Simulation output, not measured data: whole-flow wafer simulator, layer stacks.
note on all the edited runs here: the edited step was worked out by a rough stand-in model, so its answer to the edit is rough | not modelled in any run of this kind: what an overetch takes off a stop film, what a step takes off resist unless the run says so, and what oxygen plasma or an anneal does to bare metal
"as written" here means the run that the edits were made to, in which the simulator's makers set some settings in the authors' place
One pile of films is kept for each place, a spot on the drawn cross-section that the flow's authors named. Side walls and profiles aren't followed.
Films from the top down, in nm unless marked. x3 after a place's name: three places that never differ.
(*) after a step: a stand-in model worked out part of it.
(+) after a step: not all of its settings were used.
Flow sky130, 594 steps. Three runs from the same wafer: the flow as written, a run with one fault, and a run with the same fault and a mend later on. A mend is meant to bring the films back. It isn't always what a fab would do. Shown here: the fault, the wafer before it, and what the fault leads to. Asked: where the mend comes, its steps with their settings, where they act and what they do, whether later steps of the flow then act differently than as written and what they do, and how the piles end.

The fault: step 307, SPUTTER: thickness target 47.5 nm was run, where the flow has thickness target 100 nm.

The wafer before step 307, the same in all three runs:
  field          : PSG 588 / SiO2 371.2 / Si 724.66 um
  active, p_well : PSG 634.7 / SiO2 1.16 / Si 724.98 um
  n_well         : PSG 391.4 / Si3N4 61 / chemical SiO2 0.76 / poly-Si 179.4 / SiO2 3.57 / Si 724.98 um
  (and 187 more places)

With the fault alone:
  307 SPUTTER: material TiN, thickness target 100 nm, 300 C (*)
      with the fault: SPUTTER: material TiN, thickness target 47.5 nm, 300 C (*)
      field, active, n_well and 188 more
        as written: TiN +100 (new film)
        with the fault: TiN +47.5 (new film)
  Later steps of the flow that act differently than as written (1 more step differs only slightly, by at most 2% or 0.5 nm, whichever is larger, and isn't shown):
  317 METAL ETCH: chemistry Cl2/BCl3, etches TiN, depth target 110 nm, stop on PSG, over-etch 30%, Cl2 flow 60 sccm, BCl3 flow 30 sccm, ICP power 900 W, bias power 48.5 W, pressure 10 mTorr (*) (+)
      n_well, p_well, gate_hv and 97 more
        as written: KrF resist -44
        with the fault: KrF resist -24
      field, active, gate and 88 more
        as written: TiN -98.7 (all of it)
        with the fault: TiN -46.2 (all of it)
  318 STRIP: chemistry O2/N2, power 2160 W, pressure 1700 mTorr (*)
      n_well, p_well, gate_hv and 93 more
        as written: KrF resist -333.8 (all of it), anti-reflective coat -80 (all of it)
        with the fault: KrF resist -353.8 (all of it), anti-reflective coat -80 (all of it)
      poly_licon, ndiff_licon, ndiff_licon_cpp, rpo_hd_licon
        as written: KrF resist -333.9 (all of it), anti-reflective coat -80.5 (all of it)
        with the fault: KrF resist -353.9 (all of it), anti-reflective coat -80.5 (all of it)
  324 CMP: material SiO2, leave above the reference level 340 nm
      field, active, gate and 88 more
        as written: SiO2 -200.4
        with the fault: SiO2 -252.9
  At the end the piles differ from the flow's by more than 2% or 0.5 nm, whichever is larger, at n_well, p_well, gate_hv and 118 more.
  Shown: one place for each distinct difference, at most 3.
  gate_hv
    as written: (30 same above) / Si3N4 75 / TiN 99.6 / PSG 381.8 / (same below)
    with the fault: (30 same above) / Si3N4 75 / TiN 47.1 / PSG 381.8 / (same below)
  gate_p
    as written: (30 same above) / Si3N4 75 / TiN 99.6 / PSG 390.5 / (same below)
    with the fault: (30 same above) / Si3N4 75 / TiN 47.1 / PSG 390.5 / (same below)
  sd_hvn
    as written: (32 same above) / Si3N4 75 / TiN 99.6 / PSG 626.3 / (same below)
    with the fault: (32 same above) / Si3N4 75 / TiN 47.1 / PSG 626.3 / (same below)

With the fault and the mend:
  The mend comes after step 307.
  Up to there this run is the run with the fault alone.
  307a SPUTTER: material TiN, thickness target 52.5 nm, 300 C (*) (the flow's step 307 once more, with other settings)
      field, active, n_well and 188 more
        TiN +52.5
  No later step of the flow acts differently than as written, at any place that is followed, by more than 2% or 0.5 nm, whichever is larger.
  At the end the piles are the same as the flow's at every place that both follow.
